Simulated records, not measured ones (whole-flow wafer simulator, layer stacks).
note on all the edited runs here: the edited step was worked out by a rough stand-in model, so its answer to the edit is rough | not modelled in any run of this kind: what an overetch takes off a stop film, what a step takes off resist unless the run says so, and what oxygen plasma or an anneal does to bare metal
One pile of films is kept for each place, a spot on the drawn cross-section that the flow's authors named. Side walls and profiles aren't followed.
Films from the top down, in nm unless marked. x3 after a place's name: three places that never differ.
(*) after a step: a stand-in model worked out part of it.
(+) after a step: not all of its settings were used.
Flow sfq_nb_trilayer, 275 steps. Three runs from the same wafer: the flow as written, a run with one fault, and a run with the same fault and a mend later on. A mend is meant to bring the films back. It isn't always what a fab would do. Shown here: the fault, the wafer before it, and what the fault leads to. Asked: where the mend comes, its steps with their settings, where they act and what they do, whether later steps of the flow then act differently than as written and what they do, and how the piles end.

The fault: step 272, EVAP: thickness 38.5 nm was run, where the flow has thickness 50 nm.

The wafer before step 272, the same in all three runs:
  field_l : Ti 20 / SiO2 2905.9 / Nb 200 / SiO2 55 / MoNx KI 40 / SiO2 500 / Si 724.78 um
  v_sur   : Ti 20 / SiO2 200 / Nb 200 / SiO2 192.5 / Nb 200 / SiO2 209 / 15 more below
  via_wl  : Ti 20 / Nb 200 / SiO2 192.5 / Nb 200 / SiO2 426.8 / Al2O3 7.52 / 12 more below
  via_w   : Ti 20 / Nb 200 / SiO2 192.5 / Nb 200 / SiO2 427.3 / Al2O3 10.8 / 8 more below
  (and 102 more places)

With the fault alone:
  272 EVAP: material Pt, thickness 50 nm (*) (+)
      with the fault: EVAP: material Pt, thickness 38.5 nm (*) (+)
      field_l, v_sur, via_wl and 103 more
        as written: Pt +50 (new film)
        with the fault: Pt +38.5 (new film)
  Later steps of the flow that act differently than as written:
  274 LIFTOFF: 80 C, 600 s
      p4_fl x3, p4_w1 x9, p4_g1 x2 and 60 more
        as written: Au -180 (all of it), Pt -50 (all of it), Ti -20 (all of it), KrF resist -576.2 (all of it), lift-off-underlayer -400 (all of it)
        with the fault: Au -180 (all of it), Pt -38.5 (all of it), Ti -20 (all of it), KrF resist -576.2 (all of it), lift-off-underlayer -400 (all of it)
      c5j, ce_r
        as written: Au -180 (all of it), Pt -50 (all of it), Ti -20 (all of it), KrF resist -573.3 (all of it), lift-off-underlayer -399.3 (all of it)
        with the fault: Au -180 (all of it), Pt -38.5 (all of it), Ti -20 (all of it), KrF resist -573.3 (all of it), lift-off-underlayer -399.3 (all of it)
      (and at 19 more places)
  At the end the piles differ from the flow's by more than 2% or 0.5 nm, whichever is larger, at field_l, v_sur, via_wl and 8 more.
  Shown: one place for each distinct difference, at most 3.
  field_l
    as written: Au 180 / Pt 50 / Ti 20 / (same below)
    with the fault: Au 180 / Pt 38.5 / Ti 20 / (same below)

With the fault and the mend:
  The mend comes after step 272.
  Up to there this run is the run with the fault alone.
  272a EVAP: material Pt, thickness 11.5 nm (*) (+) (the flow's step 272 once more, with other settings)
      field_l, v_sur, via_wl and 103 more
        Pt +11.5
  No later step of the flow acts differently than as written at any place that is followed.
  At the end the piles are the same as the flow's at every place that both follow.
